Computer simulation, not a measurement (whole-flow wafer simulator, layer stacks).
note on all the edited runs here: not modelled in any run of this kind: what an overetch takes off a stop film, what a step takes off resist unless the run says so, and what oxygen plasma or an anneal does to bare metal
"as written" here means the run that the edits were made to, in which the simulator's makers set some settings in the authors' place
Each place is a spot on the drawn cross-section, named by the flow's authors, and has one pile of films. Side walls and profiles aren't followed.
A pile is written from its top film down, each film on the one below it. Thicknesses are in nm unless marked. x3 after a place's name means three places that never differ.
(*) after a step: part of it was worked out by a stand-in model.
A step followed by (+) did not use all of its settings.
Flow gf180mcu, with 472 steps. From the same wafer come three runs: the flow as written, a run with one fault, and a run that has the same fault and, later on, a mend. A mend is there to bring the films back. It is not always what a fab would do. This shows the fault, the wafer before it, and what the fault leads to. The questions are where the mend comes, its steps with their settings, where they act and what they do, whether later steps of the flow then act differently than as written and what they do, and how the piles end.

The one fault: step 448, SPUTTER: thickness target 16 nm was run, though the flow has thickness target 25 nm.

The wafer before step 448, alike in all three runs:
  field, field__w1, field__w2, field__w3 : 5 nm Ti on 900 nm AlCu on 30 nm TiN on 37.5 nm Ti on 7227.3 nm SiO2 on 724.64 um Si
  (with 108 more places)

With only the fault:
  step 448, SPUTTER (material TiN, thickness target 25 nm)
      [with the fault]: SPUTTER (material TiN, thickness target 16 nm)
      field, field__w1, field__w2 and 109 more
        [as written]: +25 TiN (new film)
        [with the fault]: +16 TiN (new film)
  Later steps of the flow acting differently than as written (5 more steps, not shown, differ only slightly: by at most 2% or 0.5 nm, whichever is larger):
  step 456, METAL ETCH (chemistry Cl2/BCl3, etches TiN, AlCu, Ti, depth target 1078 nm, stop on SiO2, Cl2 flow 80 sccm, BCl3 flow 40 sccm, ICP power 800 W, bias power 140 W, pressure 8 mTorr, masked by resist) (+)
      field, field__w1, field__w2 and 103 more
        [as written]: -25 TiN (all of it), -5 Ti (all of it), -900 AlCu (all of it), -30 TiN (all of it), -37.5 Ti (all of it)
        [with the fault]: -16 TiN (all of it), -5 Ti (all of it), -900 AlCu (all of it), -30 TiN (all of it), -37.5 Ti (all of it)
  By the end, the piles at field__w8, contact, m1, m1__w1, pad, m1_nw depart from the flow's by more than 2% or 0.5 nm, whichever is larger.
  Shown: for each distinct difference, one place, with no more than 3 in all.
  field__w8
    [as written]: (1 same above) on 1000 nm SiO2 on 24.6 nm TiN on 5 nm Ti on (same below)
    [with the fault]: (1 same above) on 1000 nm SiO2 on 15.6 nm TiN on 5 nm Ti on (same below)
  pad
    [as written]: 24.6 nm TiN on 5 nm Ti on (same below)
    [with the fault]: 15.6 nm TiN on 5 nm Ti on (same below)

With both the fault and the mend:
  The mend stands after step 455.
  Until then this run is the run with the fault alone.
  step 455a, STRIP (chemistry O2/N2, power 2160 W, pressure 1700 mTorr) (*)
      field__w8, contact, m1, m1__w1, pad, m1_nw
        -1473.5 resist (all of it)
  step 455b, SPUTTER (material TiN, thickness target 9 nm) (the flow's step 448, run once more with other settings)
      field, field__w1, field__w2 and 109 more
        +9 TiN
  step 455c, HMDS (120 C, 60 s) (the flow's step 450, run once more)
      leaves every film unchanged at each place that is followed
  step 455d, COAT (resist, thickness 1500 nm) (the flow's step 451, run once more)
      field, field__w1, field__w2 and 109 more
        +1500 resist (new film)
  step 455e, SOFTBAKE (resist) (the flow's step 452, run once more)
      leaves every film unchanged at each place that is followed
  step 455f, EXPOSE (photomask MetalTop) (the flow's step 453, run once more)
      leaves every film unchanged at each place that is followed
  step 455g, PEB (resist, 70.3 s) (the flow's step 454, run once more)
      field, field__w1, field__w2 and 109 more
        -26.5 resist
  step 455h, DEVELOP (thickness 1500 nm, 60 s) (the flow's step 455, run once more)
      field, field__w1, field__w2 and 103 more
        -1473.5 resist (all of it)
  None of the later steps of the flow acts differently than as written at any place that is followed.
  At every place that both follow, the piles at the end match the flow's.
